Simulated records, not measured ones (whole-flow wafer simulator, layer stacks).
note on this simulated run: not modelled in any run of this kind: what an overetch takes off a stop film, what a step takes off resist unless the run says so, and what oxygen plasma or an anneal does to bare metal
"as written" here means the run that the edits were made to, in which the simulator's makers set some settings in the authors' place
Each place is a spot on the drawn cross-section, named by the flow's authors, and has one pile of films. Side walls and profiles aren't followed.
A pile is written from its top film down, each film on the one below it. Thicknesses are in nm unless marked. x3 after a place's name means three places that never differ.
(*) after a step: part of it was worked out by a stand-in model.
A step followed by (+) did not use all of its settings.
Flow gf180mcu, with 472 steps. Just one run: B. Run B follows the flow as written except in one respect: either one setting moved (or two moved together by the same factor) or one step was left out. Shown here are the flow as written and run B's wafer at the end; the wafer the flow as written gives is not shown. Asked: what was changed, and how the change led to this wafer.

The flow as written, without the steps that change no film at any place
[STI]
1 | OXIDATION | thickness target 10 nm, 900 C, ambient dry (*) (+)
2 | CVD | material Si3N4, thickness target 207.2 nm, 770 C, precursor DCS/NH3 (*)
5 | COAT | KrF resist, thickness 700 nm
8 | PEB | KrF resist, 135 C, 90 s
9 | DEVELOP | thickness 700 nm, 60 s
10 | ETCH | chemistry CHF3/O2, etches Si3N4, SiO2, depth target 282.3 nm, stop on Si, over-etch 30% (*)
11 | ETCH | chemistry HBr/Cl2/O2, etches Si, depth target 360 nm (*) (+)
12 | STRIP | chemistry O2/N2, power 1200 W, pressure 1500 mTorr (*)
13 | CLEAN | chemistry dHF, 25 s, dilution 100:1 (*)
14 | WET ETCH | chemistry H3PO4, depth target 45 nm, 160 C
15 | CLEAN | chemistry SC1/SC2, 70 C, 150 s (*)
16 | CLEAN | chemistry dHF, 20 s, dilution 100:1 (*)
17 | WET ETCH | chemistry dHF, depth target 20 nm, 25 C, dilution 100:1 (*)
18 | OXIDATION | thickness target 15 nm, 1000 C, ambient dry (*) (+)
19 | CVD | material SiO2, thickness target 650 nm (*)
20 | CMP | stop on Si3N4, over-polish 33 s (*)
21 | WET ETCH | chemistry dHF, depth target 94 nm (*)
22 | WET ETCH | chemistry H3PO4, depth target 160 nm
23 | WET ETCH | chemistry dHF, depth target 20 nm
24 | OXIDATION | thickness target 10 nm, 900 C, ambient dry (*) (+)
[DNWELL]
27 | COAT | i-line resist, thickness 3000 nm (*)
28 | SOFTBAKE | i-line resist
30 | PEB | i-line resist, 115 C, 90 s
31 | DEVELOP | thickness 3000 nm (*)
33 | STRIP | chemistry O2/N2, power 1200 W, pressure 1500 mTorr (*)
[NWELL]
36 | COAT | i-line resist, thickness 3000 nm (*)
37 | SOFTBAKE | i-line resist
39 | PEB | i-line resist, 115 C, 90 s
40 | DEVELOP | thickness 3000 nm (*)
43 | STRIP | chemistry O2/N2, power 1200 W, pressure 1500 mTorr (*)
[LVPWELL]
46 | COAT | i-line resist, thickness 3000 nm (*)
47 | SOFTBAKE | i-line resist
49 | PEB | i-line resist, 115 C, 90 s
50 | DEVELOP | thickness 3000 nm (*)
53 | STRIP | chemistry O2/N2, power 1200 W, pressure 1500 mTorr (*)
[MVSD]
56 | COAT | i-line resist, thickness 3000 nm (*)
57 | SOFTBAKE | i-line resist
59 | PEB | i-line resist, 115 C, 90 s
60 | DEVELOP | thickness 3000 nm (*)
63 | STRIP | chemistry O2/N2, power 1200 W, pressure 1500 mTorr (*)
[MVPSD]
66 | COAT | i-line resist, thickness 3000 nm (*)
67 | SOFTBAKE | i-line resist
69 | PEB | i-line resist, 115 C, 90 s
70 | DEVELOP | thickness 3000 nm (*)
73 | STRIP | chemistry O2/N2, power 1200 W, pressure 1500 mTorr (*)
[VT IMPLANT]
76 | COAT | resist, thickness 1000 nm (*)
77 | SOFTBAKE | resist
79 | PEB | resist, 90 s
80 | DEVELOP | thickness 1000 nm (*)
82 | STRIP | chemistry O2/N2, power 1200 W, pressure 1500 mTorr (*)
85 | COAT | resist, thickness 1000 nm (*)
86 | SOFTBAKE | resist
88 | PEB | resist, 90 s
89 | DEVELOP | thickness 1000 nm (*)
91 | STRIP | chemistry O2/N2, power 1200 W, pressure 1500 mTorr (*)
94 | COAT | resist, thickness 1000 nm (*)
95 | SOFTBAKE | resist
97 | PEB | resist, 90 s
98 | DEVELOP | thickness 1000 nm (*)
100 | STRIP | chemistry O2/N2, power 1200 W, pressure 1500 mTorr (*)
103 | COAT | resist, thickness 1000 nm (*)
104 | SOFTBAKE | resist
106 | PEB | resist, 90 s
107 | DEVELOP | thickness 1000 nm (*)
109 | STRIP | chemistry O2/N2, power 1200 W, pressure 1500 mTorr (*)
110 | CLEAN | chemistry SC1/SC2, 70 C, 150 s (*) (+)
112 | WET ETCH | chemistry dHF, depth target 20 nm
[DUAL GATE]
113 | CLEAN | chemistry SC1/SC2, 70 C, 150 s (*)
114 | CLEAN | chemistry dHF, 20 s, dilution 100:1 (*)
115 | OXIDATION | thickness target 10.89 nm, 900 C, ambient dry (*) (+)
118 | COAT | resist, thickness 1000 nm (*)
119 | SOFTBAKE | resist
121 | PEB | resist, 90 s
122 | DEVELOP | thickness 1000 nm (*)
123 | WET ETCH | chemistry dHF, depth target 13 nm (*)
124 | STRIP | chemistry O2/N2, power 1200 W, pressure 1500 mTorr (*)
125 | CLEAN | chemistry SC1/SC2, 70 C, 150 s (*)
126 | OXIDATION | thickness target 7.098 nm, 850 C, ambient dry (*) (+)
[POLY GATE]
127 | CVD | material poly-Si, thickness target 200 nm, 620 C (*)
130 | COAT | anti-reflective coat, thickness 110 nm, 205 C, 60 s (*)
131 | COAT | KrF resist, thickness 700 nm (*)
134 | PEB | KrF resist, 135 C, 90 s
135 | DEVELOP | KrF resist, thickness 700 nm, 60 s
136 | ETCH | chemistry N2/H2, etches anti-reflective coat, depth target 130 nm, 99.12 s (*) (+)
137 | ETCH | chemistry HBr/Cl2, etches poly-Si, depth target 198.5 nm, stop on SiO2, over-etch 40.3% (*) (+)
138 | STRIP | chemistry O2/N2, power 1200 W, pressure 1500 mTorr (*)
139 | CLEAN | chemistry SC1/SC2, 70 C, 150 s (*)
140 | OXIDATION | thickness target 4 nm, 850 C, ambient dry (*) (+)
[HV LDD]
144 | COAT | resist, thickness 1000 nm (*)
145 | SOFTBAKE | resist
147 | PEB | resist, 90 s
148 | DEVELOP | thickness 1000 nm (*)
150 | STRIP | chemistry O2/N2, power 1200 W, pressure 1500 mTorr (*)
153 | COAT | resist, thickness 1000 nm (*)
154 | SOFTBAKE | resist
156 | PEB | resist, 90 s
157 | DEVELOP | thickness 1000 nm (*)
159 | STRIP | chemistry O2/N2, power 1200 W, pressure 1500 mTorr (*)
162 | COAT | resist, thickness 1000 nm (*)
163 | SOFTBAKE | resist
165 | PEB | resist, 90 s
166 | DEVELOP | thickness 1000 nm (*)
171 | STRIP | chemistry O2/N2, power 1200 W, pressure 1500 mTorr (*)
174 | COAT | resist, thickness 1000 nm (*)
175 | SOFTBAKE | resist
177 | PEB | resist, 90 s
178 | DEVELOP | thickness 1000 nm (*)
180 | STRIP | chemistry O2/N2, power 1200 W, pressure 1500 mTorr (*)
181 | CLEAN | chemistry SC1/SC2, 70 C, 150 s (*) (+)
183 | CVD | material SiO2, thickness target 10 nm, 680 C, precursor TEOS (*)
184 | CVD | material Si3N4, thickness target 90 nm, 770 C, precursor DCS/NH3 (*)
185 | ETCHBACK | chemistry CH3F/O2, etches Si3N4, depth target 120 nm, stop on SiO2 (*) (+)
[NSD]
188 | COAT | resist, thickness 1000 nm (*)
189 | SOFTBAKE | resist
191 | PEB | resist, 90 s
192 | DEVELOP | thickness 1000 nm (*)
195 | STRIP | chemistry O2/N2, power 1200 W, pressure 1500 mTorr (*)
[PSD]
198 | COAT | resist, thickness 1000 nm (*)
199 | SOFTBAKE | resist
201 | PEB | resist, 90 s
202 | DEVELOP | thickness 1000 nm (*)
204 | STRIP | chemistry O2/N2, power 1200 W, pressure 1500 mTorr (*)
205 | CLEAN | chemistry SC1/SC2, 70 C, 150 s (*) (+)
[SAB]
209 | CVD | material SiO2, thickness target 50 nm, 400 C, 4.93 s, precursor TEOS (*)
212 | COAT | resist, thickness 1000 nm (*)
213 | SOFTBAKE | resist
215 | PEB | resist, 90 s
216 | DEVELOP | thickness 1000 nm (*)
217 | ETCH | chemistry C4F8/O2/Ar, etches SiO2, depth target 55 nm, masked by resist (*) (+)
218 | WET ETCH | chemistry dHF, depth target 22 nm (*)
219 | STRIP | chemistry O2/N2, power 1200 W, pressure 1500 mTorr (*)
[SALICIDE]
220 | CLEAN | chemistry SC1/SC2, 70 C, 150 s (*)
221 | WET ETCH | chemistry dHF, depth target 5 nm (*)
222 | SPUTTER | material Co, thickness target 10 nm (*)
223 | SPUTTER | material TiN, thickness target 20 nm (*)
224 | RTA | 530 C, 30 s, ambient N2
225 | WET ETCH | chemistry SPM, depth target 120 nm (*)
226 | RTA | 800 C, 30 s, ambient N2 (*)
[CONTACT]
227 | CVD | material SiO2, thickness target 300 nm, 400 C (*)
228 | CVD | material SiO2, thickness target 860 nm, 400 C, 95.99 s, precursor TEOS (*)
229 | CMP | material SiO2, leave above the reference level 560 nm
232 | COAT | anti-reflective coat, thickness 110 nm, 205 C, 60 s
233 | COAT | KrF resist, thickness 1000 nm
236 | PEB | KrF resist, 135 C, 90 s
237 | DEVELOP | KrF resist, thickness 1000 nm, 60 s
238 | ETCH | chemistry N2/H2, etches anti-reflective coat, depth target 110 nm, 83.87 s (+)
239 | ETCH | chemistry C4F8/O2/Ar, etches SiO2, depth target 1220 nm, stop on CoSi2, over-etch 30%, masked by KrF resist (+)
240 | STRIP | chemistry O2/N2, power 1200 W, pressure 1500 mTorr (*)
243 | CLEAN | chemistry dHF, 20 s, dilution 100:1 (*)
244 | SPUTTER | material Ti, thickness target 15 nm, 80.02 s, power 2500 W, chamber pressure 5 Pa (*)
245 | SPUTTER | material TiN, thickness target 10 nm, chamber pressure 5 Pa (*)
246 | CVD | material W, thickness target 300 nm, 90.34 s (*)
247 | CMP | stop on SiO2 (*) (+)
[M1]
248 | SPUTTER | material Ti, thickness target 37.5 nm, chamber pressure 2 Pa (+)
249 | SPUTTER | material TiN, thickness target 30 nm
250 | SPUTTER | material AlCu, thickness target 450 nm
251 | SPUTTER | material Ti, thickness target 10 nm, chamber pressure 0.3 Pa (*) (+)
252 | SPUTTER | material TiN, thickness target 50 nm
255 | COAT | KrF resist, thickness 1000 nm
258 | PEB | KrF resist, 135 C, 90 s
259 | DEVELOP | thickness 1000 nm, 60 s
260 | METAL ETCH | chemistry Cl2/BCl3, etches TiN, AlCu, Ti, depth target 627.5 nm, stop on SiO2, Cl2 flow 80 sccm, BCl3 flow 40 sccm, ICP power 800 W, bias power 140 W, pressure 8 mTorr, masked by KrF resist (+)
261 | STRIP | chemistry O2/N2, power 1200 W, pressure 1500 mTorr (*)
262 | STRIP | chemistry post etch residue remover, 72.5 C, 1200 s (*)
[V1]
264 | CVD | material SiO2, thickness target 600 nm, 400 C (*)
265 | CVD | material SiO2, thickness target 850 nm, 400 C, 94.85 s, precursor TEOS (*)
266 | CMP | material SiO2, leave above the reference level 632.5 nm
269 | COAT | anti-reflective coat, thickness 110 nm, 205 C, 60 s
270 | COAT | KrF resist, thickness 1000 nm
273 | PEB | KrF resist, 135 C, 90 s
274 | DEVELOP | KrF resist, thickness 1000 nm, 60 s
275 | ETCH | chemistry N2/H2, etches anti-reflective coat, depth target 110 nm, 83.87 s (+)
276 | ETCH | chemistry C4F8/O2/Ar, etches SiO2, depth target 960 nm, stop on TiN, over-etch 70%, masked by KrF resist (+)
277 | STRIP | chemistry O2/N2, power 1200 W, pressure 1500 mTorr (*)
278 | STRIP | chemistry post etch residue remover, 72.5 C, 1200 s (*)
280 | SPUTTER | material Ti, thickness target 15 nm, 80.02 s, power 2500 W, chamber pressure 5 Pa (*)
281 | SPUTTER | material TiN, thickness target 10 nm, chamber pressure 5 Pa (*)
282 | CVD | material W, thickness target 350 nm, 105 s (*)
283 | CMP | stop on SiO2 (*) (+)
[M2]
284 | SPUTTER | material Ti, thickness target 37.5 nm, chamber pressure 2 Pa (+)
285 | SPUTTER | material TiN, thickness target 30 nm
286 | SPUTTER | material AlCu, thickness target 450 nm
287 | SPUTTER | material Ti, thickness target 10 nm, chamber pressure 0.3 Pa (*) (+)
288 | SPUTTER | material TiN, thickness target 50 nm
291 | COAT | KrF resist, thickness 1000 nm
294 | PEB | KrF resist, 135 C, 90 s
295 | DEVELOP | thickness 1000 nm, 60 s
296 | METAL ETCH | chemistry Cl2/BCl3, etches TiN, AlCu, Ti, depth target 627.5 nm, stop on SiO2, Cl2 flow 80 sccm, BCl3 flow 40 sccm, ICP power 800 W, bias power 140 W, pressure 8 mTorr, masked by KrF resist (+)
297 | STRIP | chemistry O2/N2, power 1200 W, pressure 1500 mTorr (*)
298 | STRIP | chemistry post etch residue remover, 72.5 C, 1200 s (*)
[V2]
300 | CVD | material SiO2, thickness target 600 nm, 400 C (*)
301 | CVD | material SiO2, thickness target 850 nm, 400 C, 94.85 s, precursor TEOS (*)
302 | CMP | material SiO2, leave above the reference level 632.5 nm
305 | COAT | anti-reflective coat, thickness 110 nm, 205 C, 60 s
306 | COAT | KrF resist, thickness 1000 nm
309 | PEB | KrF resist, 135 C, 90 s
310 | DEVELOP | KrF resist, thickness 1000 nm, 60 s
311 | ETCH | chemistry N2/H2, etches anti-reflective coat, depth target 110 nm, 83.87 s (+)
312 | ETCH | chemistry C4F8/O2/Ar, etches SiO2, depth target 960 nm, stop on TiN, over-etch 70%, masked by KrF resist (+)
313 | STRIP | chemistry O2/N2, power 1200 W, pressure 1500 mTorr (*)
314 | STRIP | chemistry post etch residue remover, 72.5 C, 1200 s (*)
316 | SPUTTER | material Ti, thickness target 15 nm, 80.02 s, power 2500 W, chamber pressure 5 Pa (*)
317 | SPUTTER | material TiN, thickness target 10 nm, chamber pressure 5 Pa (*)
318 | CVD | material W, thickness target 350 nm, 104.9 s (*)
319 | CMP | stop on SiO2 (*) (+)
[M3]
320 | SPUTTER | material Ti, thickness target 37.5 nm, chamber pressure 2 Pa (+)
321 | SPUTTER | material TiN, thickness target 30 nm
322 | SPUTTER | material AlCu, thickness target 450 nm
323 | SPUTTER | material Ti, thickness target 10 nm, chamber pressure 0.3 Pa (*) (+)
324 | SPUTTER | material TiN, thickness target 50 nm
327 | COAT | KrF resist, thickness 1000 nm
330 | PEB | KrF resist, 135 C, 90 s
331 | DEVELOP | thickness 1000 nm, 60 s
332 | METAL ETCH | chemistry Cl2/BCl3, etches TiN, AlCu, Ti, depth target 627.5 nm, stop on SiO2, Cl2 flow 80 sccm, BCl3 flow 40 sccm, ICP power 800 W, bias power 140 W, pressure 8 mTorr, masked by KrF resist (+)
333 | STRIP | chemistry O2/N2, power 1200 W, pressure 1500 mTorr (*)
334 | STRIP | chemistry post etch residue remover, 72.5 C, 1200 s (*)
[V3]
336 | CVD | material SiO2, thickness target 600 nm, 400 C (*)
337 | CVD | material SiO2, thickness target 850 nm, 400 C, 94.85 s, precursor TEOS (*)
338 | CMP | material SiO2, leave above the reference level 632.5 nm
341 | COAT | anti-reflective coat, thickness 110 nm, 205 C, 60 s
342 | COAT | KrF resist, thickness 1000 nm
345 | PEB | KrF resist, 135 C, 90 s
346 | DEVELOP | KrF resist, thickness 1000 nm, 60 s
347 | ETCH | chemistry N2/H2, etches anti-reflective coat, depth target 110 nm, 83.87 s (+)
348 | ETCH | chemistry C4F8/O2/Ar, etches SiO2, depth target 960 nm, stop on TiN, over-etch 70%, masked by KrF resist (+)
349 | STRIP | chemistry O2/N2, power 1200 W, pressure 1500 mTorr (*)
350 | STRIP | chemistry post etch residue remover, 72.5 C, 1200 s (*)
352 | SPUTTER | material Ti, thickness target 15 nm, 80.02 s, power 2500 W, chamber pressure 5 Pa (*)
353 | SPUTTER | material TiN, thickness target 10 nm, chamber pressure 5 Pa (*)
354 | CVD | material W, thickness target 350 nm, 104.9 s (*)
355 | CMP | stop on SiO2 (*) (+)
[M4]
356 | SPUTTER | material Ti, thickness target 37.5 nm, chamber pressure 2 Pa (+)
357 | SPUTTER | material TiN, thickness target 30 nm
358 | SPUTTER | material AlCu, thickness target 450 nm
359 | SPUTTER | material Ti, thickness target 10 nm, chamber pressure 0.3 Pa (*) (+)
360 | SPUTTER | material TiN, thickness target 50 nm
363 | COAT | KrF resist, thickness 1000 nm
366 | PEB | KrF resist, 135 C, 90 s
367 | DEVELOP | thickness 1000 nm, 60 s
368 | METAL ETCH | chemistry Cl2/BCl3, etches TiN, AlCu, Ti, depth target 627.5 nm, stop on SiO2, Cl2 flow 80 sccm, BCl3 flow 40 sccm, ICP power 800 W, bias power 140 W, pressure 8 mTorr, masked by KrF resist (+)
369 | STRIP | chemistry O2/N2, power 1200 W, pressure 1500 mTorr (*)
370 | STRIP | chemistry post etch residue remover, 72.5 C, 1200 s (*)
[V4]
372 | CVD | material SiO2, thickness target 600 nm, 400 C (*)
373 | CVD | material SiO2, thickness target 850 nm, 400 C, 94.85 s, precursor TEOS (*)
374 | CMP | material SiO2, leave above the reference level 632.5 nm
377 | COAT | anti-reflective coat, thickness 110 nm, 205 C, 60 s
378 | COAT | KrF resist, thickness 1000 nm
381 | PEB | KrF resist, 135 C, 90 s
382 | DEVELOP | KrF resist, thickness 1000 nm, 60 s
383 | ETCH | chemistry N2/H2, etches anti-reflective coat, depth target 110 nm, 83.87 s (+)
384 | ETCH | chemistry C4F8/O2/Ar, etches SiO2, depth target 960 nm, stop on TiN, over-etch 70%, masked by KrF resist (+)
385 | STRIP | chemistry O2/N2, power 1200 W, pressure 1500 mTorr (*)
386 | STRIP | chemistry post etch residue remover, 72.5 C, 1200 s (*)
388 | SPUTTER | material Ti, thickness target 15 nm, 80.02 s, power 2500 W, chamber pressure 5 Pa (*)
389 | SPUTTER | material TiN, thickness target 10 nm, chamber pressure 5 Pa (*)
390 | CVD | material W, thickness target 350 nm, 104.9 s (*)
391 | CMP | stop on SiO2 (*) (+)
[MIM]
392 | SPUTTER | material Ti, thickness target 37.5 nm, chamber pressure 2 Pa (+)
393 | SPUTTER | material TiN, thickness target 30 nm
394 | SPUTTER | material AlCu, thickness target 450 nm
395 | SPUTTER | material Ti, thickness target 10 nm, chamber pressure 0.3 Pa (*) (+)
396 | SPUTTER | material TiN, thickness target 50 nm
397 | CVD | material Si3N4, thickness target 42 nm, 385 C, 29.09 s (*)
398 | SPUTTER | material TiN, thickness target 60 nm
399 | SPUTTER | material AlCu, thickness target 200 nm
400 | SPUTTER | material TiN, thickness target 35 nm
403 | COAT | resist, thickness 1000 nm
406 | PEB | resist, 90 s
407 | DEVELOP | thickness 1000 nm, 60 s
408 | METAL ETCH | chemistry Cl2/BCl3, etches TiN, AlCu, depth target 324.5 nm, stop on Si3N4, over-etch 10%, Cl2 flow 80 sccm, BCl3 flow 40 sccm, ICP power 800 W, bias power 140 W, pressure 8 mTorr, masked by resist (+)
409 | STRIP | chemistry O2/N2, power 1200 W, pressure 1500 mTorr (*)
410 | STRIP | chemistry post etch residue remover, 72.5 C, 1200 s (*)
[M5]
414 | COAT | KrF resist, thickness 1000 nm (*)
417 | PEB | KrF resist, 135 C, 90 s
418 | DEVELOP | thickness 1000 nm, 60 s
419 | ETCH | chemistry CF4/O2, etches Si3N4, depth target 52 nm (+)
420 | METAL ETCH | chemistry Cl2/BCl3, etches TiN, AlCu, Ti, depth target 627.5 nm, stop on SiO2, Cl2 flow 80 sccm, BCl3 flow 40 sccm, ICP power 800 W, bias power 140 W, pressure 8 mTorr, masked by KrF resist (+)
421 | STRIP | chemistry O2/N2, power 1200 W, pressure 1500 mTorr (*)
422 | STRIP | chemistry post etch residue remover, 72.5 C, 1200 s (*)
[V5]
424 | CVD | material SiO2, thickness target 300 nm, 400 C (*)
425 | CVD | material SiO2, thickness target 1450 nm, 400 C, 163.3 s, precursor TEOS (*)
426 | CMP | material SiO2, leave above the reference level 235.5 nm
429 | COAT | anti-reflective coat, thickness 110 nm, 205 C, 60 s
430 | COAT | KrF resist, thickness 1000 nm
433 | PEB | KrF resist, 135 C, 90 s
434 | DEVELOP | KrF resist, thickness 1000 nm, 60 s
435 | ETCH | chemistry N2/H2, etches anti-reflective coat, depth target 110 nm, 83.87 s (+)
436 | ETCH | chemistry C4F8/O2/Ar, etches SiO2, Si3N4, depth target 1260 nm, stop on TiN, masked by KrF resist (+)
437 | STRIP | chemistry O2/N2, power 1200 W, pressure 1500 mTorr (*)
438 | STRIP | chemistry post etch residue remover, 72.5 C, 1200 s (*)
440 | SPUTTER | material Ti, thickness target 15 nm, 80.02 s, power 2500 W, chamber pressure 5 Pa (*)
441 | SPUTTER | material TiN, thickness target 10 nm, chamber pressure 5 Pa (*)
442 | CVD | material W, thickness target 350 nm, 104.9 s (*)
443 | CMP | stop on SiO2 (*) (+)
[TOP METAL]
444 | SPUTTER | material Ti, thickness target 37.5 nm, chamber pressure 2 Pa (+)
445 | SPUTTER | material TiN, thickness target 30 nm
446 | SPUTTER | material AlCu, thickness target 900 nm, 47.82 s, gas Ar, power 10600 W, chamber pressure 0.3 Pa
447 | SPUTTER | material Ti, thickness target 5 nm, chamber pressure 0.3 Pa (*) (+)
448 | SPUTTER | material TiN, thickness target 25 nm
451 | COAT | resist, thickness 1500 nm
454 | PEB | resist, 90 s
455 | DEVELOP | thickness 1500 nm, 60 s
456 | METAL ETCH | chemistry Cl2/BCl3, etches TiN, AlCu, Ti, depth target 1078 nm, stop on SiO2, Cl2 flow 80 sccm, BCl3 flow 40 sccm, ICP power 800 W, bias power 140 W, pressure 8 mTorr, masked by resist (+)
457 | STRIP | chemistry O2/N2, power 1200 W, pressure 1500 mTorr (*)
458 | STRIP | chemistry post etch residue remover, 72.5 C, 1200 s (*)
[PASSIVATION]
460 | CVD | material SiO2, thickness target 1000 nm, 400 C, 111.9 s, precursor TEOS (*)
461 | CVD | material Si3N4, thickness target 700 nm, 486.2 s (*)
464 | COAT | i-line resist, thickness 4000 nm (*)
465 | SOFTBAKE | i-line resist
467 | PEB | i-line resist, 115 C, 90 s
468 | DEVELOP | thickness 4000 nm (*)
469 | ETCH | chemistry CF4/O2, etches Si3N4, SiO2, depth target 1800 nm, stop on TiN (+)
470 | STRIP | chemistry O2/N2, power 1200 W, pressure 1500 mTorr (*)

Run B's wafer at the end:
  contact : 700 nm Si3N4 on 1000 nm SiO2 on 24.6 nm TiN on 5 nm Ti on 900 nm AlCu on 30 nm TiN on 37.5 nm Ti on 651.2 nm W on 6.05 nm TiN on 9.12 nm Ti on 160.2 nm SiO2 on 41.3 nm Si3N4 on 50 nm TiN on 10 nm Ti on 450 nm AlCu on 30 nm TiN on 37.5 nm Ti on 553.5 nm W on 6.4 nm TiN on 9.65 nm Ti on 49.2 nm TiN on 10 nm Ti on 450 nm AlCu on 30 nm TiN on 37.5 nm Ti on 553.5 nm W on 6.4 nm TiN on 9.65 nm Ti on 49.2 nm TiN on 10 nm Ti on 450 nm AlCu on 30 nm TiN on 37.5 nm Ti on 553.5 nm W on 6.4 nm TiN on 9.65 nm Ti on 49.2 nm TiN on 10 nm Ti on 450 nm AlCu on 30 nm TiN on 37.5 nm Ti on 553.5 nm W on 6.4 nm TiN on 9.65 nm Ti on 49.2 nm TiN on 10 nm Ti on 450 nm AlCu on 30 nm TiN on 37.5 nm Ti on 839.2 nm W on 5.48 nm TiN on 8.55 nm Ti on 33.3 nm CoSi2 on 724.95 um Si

What caused this: step 436, ETCH: depth target 669.3 nm was run, whereas the flow has depth target 1260 nm.

Step by step, how the change led to this:
  436 | ETCH | chemistry C4F8/O2/Ar, etches SiO2, Si3N4, depth target 1260 nm, stop on TiN, masked by KrF resist (+)
      contact: -669.3 SiO2 (in the flow as written it would be: -829.5 SiO2 (all of it), -41.3 Si3N4 (all of it))
      field, field__w1, field__w2 and 108 more: -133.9 KrF resist (in the flow as written it would be: -252 KrF resist)
  437 | STRIP | chemistry O2/N2, power 1200 W, pressure 1500 mTorr (*)
      field, field__w1, field__w2 and 108 more: -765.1 KrF resist (all of it), -110 anti-reflective coat (all of it) (in the flow as written it would be: -646.9 KrF resist (all of it), -110 anti-reflective coat (all of it))
  440 | SPUTTER | material Ti, thickness target 15 nm, 80.02 s, power 2500 W, chamber pressure 5 Pa (*)
      contact: +9.12 Ti (new film) (in the flow as written it would be: +8.12 Ti (new film))
  441 | SPUTTER | material TiN, thickness target 10 nm, chamber pressure 5 Pa (*)
      contact: +6.05 TiN (new film) (in the flow as written it would be: +5.38 TiN (new film))
  442 | CVD | material W, thickness target 350 nm, 104.9 s (*)
      contact: +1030 W (new film) (in the flow as written it would be: +1233.6 W (new film))
If metal films that touch count as one body, contact has 2 bodies (between them, from the top down: SiO2 160.2 / Si3N4 41.3); the flow as written gives 1 body.
